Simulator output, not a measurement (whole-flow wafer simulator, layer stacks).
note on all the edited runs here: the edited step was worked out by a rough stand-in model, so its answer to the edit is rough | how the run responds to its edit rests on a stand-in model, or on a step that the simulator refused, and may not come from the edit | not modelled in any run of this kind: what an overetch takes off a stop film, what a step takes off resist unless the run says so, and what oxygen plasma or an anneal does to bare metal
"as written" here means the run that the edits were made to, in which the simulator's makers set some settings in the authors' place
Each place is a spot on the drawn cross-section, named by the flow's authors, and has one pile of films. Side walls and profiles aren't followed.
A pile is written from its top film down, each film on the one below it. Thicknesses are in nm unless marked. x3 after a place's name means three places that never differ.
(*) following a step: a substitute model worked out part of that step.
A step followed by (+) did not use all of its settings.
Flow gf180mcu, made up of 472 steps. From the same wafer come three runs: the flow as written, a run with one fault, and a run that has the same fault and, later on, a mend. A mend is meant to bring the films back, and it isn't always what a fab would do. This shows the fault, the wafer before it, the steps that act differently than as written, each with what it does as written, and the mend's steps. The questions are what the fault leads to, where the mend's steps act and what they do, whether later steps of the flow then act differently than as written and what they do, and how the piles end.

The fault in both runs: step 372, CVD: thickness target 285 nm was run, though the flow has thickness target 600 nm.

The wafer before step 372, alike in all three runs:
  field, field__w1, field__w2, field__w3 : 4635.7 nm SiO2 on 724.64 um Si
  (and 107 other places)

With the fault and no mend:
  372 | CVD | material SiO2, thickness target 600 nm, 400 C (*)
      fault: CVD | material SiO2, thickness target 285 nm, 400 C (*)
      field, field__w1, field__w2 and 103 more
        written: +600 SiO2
        fault: +285 SiO2
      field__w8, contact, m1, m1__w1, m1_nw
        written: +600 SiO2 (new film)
        fault: +285 SiO2 (new film)
  Steps later in the flow that act otherwise than as written (not shown: 17 more steps that differ only slightly, by at most 2% or 0.5 nm, whichever is larger):
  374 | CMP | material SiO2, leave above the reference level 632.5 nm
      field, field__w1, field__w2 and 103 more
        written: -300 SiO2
        fault: nothing
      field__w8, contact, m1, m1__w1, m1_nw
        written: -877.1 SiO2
        fault: -562.1 SiO2
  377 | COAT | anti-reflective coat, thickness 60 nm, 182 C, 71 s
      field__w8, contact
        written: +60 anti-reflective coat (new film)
        fault: +51.2 anti-reflective coat (new film)
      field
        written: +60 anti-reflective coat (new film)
        fault: +65.8 anti-reflective coat (new film)
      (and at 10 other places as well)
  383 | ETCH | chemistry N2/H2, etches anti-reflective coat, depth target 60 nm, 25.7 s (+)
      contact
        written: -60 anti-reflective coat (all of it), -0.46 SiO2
        fault: -51.2 anti-reflective coat (all of it), -0.69 SiO2
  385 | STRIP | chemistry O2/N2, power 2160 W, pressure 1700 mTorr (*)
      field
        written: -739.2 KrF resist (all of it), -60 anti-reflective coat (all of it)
        fault: -736.1 KrF resist (all of it), -65.8 anti-reflective coat (all of it)
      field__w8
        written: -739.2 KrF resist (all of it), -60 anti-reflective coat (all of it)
        fault: -737.8 KrF resist (all of it), -51.2 anti-reflective coat (all of it)
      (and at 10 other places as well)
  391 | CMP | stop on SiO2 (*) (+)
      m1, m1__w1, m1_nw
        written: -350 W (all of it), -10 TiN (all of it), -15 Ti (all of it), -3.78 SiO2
        fault: -350 W (all of it), -10 TiN (all of it), -15 Ti (all of it), -4.55 SiO2
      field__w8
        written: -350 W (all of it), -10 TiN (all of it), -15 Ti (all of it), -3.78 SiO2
        fault: -350 W (all of it), -10 TiN (all of it), -15 Ti (all of it), -4.56 SiO2
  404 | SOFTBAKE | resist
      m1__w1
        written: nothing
        fault: -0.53 resist
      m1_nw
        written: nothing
        fault: -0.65 resist
  At contact, the piles at the end differ from the flow's by more than 2% or 0.5 nm, whichever is larger.
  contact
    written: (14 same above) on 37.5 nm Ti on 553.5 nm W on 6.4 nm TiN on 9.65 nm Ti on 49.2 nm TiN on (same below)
    fault: (14 same above) on 37.5 nm Ti on 538.4 nm W on 6.46 nm TiN on 9.74 nm Ti on 49.2 nm TiN on (same below)

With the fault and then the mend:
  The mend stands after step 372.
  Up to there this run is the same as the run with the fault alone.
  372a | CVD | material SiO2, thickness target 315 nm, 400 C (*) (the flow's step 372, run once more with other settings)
      field, field__w1, field__w2 and 108 more
        +315 SiO2
  None of the later steps of the flow acts differently than as written at any place that is followed.
  The piles end the same as the flow's at every place that both follow.
